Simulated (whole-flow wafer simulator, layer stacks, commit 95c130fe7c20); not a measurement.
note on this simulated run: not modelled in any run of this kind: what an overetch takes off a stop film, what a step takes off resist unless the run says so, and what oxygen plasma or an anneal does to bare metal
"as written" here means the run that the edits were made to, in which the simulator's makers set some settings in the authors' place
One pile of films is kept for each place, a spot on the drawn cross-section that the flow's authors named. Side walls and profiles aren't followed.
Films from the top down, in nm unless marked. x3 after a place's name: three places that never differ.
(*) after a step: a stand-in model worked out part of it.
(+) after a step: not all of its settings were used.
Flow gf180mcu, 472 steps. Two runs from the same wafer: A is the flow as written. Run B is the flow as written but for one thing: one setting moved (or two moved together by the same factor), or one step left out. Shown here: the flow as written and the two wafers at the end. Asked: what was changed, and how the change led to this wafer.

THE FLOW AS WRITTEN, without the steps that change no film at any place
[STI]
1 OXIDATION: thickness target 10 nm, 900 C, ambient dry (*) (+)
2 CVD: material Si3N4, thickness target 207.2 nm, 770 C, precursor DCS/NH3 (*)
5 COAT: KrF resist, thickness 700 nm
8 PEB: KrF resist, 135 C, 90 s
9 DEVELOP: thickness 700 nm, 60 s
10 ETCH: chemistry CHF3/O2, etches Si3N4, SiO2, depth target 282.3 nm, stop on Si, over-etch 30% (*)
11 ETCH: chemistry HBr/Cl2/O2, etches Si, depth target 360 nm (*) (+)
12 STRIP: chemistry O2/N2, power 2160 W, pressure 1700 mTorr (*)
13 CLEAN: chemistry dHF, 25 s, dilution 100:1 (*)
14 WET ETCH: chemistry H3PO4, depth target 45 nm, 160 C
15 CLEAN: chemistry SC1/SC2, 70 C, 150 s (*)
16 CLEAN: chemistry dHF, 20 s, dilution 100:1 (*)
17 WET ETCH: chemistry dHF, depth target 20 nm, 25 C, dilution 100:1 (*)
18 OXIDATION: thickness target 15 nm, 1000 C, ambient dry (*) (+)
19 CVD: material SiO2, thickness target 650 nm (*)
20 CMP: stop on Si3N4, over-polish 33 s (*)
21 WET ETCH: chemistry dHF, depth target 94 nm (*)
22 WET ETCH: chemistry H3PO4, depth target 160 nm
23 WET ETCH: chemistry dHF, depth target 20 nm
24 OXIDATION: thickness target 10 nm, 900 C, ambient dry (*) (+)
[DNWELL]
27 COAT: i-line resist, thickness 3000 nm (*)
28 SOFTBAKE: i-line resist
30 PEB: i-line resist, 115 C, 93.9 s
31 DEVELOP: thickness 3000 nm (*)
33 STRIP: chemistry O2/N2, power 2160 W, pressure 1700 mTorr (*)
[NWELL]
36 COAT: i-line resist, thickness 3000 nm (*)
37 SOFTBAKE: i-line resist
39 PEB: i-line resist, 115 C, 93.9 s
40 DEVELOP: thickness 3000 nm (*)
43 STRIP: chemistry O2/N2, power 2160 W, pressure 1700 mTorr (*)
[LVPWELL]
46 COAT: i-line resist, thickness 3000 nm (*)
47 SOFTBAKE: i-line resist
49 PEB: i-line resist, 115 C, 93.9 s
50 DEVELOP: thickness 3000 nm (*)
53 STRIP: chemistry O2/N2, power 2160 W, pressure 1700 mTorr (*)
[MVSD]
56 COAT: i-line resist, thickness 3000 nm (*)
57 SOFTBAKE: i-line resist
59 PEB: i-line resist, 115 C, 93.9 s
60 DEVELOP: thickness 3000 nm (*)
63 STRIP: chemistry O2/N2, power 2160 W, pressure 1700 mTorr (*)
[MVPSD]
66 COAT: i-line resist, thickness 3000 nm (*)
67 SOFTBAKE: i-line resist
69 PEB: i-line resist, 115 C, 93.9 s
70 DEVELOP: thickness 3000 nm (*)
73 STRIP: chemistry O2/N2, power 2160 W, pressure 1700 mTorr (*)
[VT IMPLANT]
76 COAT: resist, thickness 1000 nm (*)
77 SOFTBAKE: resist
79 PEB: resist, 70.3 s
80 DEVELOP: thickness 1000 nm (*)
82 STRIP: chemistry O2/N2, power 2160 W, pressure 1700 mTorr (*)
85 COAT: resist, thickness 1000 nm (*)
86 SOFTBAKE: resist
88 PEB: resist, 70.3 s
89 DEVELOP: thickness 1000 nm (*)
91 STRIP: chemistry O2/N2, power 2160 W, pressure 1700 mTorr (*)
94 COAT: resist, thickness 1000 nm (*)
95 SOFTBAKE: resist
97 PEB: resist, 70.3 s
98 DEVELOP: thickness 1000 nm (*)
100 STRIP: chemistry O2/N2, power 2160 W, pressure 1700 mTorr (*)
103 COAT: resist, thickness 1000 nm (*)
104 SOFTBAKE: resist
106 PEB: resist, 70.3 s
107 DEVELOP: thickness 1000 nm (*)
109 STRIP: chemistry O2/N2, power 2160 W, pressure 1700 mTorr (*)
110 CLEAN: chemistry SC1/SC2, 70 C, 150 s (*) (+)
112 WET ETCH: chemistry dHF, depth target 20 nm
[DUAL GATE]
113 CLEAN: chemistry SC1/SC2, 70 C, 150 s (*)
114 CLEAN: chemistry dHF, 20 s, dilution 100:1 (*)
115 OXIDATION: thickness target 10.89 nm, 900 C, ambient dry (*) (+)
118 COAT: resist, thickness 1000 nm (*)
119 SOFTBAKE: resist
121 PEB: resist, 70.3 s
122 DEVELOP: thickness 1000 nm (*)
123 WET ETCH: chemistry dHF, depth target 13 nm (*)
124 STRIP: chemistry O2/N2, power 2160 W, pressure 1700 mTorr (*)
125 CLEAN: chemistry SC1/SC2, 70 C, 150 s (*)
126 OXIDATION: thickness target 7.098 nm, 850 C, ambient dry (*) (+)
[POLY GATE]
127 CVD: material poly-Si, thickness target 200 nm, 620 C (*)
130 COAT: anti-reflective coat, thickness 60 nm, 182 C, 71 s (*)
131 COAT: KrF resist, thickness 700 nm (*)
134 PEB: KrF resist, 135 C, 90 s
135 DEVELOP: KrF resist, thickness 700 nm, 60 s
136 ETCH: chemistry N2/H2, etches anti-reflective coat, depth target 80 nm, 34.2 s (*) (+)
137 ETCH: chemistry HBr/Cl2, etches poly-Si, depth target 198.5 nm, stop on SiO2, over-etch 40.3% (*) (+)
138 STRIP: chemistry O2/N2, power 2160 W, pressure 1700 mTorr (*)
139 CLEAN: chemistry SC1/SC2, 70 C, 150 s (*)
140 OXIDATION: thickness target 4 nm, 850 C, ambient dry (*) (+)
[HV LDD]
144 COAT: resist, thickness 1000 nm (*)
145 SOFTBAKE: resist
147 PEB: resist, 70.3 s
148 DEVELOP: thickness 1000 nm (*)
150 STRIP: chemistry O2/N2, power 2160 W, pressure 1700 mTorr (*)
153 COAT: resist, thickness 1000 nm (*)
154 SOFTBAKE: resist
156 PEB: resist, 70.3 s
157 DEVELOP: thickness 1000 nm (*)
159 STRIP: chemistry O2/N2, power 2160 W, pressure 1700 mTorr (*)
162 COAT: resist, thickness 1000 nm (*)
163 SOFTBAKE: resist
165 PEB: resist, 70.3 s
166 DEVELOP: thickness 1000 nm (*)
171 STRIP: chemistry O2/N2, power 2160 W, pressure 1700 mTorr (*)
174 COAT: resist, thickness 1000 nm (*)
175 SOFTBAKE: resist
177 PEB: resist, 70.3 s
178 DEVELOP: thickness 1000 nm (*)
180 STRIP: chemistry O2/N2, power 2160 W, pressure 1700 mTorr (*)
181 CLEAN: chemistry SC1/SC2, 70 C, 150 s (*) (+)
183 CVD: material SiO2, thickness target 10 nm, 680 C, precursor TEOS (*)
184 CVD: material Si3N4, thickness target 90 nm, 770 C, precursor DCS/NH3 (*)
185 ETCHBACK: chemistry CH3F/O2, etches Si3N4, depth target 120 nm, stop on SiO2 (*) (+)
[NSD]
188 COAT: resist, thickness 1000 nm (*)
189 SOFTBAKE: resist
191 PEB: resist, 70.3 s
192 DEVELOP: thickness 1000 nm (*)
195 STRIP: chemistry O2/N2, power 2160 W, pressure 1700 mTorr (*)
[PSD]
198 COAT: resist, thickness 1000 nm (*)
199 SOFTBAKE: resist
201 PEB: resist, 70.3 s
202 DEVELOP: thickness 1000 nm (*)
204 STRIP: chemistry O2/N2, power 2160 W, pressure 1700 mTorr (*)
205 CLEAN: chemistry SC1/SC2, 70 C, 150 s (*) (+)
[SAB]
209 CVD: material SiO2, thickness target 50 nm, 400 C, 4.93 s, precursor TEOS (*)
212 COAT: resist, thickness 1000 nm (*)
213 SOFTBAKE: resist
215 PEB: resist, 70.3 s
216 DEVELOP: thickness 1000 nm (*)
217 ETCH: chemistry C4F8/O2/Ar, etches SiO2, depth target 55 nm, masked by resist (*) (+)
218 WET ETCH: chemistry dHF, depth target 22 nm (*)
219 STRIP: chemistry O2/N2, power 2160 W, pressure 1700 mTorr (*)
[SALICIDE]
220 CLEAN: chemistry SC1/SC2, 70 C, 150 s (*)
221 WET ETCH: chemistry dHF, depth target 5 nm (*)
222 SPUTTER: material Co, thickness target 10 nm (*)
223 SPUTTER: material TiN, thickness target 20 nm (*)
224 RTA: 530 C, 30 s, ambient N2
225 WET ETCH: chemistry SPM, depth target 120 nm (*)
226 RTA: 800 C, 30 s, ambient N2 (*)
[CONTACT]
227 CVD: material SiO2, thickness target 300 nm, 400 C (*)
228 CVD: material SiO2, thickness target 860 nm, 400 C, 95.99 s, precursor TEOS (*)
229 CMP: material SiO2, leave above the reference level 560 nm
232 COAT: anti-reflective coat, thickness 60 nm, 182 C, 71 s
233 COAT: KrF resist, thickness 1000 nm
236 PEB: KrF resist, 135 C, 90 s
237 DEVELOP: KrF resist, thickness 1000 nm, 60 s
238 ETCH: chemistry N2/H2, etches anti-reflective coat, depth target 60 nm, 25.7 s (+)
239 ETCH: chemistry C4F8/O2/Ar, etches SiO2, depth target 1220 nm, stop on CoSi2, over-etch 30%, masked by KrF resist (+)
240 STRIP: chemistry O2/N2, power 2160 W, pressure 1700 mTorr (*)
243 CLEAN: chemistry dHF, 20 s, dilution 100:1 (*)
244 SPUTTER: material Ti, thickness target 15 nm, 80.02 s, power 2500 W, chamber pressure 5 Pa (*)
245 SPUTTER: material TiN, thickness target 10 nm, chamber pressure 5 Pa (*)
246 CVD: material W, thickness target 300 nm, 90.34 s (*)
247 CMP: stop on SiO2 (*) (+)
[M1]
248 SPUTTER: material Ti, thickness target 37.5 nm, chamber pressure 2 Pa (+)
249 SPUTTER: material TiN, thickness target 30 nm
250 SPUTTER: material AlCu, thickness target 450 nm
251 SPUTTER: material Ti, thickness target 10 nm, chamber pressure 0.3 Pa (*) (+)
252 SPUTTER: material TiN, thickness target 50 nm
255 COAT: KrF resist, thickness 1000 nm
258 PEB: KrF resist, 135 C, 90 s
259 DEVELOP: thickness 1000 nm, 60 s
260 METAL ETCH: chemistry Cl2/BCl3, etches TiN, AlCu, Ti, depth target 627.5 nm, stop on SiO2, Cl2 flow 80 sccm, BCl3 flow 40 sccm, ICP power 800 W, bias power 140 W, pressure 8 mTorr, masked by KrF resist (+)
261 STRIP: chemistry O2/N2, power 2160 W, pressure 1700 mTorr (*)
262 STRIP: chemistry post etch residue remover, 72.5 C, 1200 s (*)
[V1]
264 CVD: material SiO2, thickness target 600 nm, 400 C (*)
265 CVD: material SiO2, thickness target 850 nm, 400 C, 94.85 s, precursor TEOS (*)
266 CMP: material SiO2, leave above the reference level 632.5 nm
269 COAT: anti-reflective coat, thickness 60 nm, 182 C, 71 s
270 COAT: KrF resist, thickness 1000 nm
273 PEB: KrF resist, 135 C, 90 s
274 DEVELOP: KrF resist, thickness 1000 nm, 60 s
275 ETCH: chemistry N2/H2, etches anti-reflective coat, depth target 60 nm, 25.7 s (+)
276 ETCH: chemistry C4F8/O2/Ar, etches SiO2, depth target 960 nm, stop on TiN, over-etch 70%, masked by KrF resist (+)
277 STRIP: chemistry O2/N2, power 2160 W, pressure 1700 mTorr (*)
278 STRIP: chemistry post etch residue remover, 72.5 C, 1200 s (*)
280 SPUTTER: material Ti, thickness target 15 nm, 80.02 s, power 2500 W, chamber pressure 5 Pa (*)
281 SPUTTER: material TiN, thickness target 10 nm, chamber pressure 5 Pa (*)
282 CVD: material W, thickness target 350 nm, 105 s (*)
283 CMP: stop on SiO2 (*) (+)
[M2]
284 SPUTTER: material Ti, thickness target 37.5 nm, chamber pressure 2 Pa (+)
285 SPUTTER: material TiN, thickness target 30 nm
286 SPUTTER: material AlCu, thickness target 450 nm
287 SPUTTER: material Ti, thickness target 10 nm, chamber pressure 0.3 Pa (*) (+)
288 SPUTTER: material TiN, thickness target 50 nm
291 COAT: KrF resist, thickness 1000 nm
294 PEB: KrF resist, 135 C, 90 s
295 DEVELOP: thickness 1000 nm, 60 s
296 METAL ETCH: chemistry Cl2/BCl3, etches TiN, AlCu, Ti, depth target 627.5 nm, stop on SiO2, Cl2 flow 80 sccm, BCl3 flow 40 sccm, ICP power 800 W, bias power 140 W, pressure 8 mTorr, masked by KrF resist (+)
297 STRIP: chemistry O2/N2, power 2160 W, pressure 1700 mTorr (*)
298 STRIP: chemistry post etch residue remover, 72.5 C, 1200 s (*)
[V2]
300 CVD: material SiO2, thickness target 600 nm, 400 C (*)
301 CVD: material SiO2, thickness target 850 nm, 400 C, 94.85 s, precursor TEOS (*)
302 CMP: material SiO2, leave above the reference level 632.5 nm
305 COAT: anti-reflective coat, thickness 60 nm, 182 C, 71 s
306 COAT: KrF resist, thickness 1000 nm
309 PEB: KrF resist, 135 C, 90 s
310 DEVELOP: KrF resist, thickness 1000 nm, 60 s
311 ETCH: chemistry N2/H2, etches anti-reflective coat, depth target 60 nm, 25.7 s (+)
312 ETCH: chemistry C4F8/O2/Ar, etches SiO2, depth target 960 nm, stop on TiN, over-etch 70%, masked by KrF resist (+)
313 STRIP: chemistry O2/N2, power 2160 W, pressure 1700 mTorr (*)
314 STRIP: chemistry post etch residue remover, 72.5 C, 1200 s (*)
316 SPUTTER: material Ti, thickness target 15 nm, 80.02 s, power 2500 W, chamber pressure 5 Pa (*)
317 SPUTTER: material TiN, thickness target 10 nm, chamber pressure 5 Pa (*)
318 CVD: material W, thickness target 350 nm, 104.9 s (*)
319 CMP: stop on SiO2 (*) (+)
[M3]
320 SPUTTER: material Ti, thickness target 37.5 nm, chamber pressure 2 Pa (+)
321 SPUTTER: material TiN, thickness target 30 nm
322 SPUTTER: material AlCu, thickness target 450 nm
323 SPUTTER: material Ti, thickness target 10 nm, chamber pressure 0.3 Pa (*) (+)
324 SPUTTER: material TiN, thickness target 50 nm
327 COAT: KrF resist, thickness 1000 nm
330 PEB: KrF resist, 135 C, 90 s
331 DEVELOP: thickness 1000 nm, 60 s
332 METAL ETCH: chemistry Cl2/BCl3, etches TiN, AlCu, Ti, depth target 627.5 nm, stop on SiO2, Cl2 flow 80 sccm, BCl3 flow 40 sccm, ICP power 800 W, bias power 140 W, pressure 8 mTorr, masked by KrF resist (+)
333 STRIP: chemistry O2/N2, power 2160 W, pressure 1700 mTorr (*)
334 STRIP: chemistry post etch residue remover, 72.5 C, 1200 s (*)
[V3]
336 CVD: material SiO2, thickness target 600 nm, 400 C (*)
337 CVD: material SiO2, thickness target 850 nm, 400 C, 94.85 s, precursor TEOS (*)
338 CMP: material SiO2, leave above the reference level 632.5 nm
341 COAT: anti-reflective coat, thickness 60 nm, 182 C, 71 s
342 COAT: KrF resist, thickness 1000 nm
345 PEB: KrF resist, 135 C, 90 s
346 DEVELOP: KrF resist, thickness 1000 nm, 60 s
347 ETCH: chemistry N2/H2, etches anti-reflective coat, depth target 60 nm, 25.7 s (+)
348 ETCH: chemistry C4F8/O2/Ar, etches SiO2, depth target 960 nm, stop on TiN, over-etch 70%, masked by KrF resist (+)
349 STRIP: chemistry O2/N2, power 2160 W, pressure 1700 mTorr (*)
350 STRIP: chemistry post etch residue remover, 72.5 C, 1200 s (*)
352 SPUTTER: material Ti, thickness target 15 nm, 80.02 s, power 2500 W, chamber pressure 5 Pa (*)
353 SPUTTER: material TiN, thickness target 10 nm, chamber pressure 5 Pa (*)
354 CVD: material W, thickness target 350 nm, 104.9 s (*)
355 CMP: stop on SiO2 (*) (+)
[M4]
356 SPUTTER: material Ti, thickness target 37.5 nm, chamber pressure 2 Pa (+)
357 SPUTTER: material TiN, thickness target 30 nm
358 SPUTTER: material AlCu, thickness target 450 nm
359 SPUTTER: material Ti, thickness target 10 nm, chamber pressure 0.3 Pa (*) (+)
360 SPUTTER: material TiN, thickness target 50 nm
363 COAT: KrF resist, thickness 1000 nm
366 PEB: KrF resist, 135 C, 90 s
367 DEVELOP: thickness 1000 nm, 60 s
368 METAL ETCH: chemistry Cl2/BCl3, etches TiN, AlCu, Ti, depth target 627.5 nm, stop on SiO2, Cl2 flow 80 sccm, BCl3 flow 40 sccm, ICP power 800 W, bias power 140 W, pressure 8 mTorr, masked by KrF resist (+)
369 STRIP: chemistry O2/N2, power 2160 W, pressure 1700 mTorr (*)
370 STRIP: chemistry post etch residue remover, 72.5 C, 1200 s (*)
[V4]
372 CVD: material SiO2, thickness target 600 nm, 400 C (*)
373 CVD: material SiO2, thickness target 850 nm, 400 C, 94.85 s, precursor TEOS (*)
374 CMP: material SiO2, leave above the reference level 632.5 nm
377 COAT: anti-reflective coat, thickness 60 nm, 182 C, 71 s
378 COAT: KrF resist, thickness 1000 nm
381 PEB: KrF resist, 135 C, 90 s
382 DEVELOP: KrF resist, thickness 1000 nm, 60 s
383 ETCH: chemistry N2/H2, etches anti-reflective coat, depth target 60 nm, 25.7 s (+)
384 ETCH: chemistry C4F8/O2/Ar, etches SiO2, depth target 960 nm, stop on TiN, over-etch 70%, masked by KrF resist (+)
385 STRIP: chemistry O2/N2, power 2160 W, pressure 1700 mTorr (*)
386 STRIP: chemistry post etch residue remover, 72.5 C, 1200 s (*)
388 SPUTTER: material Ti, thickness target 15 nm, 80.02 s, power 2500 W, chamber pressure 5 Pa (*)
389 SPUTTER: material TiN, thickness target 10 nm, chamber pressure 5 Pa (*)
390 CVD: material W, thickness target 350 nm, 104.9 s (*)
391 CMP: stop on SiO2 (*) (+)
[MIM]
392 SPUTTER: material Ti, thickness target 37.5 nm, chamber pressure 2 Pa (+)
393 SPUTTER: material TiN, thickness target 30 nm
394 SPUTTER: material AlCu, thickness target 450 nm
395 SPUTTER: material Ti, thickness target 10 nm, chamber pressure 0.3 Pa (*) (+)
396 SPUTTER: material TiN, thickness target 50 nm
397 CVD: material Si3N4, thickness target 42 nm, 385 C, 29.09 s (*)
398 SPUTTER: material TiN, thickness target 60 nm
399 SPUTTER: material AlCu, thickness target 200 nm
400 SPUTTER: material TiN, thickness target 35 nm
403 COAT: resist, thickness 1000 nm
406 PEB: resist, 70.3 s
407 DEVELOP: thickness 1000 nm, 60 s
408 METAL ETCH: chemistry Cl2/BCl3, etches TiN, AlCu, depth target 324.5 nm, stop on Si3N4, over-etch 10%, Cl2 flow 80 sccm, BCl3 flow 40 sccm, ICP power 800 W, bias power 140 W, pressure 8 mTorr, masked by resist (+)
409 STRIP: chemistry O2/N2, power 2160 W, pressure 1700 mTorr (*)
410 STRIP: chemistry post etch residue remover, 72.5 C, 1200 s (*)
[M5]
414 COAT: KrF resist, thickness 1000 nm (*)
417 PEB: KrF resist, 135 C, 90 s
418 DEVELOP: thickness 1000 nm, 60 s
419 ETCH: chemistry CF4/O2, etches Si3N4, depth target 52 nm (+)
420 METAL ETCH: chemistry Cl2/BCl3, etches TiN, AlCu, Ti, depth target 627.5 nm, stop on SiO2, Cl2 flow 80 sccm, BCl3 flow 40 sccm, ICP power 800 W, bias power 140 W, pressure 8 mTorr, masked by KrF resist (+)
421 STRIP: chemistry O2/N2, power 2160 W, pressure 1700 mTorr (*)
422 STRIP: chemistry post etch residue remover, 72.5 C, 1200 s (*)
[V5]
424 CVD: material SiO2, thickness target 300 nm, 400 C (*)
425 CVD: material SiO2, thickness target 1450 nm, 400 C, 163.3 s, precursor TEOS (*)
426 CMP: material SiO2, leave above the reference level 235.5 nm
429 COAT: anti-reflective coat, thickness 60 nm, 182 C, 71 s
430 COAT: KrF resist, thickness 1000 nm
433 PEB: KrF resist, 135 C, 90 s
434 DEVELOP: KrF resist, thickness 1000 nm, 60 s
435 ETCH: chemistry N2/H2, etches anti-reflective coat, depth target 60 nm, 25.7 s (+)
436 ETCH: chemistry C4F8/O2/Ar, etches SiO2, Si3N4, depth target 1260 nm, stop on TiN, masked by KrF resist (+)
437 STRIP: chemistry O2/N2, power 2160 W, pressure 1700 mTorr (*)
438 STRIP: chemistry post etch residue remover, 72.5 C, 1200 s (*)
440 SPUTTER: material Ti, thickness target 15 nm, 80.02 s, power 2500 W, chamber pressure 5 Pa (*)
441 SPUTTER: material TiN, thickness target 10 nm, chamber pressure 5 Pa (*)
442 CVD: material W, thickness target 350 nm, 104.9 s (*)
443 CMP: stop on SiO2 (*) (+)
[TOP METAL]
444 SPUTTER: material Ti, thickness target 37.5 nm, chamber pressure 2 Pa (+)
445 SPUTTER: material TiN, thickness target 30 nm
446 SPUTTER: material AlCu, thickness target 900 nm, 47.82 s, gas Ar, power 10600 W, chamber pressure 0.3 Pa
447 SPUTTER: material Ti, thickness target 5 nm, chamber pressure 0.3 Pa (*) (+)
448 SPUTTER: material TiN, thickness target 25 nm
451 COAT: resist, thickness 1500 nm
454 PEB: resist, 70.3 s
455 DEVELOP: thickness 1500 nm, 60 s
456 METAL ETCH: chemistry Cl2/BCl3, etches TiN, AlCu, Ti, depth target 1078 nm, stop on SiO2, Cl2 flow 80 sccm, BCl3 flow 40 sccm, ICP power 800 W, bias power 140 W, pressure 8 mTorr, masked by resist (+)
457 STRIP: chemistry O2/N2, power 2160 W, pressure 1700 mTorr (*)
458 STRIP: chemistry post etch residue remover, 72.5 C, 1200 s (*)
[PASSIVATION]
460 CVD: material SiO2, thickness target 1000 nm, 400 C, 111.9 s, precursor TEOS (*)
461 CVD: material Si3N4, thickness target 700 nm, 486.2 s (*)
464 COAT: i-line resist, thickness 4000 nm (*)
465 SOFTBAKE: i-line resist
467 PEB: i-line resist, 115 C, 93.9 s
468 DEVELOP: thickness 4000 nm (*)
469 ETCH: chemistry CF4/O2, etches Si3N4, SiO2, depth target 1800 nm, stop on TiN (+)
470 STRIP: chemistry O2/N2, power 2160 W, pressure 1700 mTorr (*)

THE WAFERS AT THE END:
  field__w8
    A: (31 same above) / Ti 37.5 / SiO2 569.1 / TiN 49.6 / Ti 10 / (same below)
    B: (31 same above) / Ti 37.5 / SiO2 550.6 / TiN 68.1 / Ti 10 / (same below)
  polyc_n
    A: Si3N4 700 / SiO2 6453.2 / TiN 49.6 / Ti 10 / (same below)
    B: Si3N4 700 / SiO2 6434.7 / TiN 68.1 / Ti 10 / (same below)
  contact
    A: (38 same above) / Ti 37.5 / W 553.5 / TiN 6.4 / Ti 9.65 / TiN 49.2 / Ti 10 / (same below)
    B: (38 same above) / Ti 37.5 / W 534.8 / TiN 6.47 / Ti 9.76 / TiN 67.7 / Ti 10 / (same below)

The cause: step 252, SPUTTER: thickness target 68.5 nm was run, where the flow has thickness target 50 nm.

How the change led to this, step by step:
  252 SPUTTER: material TiN, thickness target 50 nm
      field, field__w1, field__w2 and 108 more: A TiN +50 (new film) | B TiN +68.5 (new film)
  260 METAL ETCH: chemistry Cl2/BCl3, etches TiN, AlCu, Ti, depth target 627.5 nm, stop on SiO2, Cl2 flow 80 sccm, BCl3 flow 40 sccm, ICP power 800 W, bias power 140 W, pressure 8 mTorr, masked by KrF resist (+)
      field, field__w1, field__w2 and 99 more: A TiN -50 (all of it), Ti -10 (all of it), AlCu -450 (all of it), TiN -30 (all of it), Ti -37.5 (all of it) | B TiN -68.5 (all of it), Ti -10 (all of it), AlCu -450 (all of it), TiN -30 (all of it), Ti -37.5 (all of it)
  266 CMP: material SiO2, leave above the reference level 632.5 nm
      field__w8, contact, m1 and 6 more: A SiO2 -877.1 | B SiO2 -895.6
  276 ETCH: chemistry C4F8/O2/Ar, etches SiO2, depth target 960 nm, stop on TiN, over-etch 70%, masked by KrF resist (+)
      contact: A SiO2 -572.5 (all of it) | B SiO2 -554 (all of it)
  282 CVD: material W, thickness target 350 nm, 105 s (*)
      contact: A W +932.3 (new film) | B W +913.6 (new film)
